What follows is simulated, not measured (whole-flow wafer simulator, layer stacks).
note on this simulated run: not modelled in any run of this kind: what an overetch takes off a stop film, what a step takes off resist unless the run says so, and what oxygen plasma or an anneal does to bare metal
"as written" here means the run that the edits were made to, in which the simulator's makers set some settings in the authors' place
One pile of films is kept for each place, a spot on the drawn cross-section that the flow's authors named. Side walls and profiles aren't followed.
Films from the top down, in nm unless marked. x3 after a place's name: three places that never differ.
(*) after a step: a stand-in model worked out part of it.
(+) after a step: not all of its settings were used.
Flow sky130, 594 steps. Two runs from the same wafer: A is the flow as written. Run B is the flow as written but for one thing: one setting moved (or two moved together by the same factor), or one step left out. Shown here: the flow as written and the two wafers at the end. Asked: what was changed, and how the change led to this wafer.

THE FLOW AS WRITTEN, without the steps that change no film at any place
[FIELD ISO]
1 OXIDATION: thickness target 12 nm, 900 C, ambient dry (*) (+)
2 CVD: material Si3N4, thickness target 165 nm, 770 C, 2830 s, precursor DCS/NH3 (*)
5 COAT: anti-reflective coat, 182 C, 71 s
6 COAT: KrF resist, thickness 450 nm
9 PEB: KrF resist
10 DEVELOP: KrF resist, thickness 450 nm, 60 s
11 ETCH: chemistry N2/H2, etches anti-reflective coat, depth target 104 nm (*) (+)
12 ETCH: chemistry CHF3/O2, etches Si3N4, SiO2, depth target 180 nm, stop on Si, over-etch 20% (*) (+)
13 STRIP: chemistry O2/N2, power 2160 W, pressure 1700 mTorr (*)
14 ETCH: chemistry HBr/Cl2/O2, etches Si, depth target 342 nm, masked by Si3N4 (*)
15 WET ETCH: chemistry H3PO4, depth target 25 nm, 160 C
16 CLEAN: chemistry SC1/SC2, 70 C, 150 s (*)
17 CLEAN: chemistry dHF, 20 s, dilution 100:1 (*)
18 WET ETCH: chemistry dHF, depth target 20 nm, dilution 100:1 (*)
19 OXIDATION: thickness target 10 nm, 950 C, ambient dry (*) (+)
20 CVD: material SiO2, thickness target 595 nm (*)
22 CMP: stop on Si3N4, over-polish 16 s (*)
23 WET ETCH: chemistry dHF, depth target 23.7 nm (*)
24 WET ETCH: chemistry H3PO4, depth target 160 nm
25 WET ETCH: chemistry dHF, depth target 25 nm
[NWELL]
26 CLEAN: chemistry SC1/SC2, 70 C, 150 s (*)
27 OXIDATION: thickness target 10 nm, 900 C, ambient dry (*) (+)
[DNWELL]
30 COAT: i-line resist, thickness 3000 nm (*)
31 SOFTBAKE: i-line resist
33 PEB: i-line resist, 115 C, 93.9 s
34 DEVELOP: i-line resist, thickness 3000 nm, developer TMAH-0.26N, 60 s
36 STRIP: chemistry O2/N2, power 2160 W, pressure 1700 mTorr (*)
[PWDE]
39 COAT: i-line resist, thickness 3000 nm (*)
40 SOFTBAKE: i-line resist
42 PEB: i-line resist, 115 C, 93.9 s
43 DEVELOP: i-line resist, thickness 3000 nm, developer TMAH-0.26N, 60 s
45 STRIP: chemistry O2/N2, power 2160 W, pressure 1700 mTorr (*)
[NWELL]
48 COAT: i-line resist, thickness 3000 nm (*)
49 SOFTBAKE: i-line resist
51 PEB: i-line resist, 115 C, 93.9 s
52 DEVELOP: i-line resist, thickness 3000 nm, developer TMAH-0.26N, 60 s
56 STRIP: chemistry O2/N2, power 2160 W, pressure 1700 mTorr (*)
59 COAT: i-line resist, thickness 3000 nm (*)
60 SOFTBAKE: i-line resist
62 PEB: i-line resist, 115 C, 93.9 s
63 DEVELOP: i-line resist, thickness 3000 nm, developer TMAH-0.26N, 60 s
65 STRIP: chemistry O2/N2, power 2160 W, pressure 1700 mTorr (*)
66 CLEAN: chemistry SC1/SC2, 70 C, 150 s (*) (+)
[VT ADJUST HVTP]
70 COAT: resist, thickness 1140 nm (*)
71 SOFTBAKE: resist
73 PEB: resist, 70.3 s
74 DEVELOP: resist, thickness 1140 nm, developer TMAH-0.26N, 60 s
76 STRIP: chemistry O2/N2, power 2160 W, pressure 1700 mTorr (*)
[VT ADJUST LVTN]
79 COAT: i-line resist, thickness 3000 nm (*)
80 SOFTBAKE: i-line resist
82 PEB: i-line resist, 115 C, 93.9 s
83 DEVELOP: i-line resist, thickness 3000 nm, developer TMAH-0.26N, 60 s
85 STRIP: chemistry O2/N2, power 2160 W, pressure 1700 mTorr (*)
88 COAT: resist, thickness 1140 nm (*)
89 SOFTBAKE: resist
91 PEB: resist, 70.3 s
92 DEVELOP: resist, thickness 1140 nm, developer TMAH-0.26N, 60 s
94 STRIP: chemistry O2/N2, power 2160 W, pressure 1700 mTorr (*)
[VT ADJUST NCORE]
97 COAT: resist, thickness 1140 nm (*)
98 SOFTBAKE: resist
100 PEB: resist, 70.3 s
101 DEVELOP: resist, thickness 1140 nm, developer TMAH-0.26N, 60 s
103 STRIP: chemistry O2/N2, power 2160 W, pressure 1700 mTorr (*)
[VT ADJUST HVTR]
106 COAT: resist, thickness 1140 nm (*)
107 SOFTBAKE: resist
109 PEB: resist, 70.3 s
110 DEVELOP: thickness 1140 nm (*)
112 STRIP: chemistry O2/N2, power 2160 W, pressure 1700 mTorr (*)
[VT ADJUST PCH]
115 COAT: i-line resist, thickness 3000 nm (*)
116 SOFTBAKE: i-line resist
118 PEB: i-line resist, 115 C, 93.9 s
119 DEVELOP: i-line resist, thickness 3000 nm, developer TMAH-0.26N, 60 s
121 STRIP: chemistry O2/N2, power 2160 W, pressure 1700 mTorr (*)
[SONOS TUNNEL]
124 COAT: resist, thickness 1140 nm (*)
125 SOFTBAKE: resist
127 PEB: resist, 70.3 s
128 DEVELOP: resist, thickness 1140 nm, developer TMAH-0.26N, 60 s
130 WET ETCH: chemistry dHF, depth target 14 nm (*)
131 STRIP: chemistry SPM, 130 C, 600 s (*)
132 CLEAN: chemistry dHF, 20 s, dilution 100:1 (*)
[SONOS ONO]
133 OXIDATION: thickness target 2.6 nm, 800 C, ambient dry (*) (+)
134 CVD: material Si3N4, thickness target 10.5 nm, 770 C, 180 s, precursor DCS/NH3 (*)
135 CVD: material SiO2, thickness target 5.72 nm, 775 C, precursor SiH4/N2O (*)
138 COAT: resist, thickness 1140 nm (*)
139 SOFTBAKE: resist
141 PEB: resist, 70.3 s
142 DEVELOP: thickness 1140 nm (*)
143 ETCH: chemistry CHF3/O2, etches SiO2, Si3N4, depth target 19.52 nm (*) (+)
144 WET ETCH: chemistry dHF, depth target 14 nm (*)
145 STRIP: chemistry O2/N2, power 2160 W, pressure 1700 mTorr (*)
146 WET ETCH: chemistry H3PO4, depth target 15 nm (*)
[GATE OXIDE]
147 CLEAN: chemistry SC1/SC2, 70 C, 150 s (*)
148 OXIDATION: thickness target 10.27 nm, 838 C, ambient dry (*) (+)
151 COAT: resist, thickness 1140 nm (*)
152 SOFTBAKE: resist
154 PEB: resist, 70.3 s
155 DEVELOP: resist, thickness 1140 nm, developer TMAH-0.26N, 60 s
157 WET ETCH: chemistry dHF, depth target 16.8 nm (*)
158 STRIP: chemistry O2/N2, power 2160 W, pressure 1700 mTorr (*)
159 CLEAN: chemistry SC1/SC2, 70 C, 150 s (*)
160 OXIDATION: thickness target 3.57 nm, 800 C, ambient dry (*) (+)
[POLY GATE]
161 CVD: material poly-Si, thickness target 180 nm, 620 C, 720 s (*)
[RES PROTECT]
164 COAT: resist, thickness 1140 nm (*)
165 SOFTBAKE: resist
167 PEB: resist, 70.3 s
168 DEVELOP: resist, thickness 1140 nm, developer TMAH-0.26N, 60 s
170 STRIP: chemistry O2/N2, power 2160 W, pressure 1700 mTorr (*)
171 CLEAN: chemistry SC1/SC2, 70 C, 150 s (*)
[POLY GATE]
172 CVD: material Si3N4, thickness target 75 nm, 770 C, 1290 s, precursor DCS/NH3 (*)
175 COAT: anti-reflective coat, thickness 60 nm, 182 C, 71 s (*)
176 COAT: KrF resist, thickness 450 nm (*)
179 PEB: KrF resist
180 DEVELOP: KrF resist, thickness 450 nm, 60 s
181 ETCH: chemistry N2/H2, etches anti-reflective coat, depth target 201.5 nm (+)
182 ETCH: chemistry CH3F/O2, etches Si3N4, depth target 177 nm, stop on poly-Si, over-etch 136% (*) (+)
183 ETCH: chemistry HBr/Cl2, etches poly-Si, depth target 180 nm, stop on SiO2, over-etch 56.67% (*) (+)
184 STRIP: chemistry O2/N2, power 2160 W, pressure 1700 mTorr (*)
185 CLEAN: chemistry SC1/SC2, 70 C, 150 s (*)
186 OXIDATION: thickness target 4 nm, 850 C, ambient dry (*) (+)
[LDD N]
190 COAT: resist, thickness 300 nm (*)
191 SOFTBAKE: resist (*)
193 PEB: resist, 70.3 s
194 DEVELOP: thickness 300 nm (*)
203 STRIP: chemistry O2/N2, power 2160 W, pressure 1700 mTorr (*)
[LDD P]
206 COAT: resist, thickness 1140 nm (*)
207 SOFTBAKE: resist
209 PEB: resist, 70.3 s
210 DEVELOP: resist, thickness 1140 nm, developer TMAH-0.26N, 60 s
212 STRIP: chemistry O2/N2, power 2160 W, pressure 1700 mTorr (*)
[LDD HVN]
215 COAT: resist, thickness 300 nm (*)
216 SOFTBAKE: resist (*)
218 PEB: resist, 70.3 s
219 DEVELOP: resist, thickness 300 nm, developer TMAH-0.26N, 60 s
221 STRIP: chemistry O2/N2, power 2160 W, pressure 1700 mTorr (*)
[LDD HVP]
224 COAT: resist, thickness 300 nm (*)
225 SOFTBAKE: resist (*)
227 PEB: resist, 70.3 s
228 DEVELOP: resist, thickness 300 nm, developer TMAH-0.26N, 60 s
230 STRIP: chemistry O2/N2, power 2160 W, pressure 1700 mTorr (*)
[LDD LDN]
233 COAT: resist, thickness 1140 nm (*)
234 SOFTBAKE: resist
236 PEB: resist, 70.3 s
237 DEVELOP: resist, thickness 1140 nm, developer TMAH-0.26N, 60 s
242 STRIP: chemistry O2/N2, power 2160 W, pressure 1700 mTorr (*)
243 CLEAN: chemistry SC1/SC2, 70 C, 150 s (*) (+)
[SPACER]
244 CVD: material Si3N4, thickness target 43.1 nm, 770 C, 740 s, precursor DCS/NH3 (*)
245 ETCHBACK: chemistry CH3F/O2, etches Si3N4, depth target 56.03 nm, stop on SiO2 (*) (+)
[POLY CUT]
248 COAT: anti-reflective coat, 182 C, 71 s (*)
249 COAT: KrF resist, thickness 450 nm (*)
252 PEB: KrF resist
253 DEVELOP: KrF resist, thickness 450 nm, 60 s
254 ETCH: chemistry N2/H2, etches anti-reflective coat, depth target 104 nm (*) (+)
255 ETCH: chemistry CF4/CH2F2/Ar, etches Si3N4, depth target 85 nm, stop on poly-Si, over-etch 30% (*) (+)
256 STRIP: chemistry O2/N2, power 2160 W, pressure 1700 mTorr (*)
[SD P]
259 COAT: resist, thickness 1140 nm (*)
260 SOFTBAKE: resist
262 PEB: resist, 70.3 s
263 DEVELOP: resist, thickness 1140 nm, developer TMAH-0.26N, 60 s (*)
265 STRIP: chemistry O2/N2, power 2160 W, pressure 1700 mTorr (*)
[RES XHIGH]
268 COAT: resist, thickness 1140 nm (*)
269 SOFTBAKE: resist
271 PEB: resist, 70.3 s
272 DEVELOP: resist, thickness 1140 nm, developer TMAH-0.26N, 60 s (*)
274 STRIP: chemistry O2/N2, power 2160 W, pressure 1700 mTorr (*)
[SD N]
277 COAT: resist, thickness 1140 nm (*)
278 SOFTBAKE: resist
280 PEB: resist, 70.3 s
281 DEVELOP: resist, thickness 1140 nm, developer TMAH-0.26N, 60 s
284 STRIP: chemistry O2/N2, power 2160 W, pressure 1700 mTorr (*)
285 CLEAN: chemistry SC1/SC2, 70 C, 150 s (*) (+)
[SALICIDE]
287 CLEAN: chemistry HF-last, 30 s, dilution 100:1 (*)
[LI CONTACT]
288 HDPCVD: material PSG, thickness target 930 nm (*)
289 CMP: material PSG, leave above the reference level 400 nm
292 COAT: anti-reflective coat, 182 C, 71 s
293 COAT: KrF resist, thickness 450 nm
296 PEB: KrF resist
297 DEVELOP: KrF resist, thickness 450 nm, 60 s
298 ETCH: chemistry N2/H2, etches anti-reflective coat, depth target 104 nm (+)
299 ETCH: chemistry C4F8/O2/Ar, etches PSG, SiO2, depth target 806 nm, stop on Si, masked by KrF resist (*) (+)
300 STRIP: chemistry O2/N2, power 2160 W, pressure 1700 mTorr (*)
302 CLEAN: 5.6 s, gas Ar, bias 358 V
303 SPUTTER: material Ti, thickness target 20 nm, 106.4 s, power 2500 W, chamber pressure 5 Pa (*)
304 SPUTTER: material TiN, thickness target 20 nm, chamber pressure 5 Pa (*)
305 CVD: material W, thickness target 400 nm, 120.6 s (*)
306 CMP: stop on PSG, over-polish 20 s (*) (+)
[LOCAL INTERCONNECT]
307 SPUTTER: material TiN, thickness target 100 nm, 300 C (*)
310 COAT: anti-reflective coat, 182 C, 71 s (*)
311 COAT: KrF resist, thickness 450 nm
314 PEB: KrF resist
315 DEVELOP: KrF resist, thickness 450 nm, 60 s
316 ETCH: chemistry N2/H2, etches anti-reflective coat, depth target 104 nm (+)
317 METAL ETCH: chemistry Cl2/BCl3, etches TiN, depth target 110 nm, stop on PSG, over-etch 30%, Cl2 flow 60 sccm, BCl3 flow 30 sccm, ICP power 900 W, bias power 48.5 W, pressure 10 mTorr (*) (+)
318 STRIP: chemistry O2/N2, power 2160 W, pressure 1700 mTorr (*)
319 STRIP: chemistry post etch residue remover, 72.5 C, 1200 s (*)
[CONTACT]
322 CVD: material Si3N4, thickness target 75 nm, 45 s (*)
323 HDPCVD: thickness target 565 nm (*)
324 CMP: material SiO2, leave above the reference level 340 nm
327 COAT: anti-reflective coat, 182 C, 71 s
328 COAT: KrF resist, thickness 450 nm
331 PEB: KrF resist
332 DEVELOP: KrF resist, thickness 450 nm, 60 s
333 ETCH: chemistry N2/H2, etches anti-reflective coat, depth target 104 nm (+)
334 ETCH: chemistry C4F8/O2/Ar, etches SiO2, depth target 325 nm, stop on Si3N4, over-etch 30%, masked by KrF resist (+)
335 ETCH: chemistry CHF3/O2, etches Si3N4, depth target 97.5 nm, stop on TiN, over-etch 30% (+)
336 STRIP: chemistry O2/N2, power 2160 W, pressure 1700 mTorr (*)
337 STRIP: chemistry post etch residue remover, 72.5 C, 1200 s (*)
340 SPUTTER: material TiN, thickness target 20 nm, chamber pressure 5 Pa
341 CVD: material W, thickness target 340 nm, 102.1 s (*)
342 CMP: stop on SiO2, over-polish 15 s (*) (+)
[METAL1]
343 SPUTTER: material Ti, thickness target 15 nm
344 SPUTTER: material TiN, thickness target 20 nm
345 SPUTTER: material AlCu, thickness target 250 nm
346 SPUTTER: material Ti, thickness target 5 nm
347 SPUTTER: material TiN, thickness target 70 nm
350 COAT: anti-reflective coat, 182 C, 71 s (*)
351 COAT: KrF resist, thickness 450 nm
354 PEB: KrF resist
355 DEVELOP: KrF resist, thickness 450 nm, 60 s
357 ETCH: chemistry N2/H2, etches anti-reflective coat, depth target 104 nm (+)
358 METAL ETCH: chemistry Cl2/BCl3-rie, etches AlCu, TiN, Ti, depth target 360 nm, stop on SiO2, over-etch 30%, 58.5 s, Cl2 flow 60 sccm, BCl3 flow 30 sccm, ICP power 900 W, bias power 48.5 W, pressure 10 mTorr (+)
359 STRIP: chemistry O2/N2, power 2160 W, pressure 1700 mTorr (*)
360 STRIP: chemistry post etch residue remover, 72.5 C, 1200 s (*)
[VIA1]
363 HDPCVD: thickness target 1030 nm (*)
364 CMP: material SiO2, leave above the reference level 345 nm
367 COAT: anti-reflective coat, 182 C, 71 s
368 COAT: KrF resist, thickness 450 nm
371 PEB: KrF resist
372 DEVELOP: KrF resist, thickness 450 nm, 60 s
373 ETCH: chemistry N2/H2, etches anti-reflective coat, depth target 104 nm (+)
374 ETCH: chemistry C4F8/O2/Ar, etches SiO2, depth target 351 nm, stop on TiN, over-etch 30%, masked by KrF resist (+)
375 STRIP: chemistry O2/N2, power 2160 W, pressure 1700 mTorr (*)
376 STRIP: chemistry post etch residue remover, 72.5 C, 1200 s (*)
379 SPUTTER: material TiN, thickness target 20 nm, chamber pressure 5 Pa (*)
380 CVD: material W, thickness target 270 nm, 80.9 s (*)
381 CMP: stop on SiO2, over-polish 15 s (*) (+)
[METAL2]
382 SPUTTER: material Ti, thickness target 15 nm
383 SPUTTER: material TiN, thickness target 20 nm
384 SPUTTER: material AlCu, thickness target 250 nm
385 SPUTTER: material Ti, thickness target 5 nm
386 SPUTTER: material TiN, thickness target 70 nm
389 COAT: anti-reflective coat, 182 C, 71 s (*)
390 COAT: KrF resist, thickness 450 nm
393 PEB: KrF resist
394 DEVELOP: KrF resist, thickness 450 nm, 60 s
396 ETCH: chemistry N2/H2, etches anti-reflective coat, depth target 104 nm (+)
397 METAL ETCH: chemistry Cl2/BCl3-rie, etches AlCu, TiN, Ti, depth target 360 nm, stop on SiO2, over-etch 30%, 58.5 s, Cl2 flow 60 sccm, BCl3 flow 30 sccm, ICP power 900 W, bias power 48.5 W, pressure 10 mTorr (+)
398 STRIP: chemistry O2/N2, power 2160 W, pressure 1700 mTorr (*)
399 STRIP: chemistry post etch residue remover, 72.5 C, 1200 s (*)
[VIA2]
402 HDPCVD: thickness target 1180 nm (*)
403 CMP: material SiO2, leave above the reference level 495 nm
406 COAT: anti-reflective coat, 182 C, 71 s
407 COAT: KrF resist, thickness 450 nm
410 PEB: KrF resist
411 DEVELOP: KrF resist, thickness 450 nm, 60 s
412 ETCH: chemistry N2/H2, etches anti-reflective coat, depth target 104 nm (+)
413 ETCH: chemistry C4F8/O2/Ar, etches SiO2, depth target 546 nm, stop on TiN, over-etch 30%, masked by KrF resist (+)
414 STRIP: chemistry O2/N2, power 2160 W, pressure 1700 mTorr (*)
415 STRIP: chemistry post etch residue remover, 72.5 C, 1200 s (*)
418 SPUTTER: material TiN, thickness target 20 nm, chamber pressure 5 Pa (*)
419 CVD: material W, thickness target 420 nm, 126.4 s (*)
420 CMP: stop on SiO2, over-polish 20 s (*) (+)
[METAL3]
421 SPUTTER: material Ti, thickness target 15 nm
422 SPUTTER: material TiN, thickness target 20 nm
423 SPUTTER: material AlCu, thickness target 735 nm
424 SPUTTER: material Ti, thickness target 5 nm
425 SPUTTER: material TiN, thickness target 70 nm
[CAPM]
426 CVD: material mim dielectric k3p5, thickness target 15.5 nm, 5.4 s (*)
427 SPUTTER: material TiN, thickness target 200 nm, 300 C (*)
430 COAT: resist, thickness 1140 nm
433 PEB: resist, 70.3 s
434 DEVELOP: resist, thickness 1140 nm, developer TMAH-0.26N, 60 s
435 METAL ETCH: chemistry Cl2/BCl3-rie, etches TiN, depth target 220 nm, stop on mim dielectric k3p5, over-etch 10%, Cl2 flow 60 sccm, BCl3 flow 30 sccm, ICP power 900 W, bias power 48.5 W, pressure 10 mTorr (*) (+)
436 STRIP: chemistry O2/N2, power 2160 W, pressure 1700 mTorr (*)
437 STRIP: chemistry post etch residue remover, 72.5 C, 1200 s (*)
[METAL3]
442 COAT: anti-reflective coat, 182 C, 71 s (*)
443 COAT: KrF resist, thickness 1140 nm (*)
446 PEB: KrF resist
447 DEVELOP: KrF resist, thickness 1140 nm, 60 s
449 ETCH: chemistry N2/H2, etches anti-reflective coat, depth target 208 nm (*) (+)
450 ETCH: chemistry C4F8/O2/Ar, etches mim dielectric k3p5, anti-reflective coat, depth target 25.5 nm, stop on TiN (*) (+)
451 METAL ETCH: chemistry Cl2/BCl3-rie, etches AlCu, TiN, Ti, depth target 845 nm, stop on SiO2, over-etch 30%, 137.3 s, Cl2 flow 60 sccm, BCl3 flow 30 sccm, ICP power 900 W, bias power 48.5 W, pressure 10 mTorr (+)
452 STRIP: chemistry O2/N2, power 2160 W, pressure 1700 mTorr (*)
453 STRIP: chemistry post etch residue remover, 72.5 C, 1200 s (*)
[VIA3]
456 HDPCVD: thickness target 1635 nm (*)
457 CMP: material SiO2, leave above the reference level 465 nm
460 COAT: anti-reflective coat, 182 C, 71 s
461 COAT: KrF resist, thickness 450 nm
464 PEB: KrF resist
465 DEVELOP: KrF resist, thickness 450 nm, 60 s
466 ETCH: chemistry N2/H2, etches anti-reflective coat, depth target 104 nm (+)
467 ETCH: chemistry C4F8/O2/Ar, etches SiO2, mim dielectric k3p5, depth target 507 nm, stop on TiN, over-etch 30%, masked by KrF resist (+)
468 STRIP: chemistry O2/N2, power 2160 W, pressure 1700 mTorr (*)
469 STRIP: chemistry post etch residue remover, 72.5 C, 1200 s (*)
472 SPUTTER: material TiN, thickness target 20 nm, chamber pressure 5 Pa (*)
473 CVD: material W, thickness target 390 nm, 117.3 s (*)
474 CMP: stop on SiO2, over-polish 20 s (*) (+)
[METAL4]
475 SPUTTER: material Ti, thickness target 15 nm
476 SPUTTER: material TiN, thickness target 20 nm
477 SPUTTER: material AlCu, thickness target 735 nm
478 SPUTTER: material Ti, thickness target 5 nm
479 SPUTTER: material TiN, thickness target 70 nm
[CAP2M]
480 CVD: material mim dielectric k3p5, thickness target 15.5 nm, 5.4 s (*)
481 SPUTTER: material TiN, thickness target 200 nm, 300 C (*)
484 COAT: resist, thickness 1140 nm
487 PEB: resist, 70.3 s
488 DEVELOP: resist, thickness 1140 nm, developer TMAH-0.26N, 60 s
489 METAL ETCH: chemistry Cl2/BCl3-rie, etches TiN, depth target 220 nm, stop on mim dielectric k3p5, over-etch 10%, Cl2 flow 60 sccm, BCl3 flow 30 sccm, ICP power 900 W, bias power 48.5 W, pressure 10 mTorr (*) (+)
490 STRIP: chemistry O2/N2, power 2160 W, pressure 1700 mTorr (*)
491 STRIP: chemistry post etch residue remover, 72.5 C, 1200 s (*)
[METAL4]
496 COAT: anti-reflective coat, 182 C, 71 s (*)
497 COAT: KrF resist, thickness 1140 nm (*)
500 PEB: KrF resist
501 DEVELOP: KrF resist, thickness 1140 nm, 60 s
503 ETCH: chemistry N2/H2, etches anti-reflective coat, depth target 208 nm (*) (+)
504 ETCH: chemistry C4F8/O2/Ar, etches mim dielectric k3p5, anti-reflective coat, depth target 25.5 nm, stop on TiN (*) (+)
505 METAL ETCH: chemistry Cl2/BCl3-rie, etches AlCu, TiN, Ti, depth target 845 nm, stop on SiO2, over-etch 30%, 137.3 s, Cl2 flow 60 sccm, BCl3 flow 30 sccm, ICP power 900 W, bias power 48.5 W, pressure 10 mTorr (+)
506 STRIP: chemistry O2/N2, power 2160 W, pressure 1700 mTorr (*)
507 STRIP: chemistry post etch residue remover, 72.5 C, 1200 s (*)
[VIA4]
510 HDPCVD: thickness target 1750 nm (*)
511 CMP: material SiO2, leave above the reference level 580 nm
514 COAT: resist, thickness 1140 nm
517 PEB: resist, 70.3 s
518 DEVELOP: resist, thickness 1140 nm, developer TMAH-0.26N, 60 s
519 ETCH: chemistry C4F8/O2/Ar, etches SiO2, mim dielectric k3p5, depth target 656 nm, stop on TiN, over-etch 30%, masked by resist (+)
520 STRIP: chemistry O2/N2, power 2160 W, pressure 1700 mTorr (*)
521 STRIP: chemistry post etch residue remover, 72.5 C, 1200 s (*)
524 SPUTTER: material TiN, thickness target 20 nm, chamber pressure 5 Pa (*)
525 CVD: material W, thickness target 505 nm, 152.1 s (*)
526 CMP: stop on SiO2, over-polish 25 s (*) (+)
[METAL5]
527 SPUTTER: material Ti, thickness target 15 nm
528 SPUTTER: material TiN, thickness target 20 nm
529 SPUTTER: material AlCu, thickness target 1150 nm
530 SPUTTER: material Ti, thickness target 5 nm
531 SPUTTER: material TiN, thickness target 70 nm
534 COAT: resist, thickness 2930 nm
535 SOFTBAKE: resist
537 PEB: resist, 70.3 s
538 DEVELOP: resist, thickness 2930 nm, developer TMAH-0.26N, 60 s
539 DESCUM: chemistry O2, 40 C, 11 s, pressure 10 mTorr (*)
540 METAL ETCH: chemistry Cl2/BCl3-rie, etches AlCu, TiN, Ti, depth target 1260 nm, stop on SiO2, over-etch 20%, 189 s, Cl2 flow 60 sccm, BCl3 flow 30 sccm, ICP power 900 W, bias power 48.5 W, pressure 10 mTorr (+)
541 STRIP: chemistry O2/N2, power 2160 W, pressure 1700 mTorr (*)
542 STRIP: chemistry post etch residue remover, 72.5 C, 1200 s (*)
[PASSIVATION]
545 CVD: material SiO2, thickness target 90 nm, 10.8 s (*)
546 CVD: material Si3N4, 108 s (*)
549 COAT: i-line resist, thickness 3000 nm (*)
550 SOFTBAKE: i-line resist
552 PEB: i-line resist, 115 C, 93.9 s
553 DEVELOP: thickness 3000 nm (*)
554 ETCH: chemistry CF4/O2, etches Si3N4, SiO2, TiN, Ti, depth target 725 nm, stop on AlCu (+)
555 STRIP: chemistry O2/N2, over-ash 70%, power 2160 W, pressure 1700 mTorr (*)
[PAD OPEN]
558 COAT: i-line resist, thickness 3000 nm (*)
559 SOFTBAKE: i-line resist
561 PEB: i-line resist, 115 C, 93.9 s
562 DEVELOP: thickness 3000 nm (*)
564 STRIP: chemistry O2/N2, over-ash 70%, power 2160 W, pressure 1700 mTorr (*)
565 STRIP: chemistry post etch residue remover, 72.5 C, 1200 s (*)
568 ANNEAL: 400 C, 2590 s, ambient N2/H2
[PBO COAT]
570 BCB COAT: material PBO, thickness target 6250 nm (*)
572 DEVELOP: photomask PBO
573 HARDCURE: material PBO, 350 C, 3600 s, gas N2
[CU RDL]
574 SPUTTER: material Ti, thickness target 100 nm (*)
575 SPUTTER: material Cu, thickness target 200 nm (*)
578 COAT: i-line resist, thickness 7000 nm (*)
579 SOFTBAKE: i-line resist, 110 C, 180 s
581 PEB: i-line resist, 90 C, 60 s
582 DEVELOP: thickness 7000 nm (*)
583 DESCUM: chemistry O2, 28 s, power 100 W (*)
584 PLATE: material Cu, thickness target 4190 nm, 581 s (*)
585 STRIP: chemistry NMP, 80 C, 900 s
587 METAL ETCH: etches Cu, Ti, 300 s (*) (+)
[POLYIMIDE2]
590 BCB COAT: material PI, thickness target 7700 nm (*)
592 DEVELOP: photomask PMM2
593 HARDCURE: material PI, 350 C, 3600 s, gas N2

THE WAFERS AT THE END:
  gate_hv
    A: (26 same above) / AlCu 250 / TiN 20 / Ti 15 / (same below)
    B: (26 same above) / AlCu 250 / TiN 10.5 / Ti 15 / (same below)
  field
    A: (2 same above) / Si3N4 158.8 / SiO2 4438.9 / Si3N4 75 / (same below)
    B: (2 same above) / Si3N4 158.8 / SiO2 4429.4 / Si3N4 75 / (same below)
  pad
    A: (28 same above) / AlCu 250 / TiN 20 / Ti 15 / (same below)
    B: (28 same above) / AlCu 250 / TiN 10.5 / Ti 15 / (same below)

The cause: step 344, SPUTTER: thickness target 10.5 nm was run, where the flow has thickness target 20 nm.
It can be read off the wafer: gate_hv has TiN 10.5, and step 344 as written asks for 20 nm.

How the change led to this, step by step:
  344 SPUTTER: material TiN, thickness target 20 nm
      field, active, n_well and 188 more: A TiN +20 (new film) | B TiN +10.5 (new film)
  358 METAL ETCH: chemistry Cl2/BCl3-rie, etches AlCu, TiN, Ti, depth target 360 nm, stop on SiO2, over-etch 30%, 58.5 s, Cl2 flow 60 sccm, BCl3 flow 30 sccm, ICP power 900 W, bias power 48.5 W, pressure 10 mTorr (+)
      field, active, gate and 81 more: A TiN -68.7 (all of it), Ti -5 (all of it), AlCu -250 (all of it), TiN -20 (all of it), Ti -15 (all of it), SiO2 -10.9 | B TiN -68.7 (all of it), Ti -5 (all of it), AlCu -250 (all of it), TiN -10.5 (all of it), Ti -15 (all of it), SiO2 -11.9
  364 CMP: material SiO2, leave above the reference level 345 nm
      field, active, gate and 81 more: A SiO2 -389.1 | B SiO2 -397.6
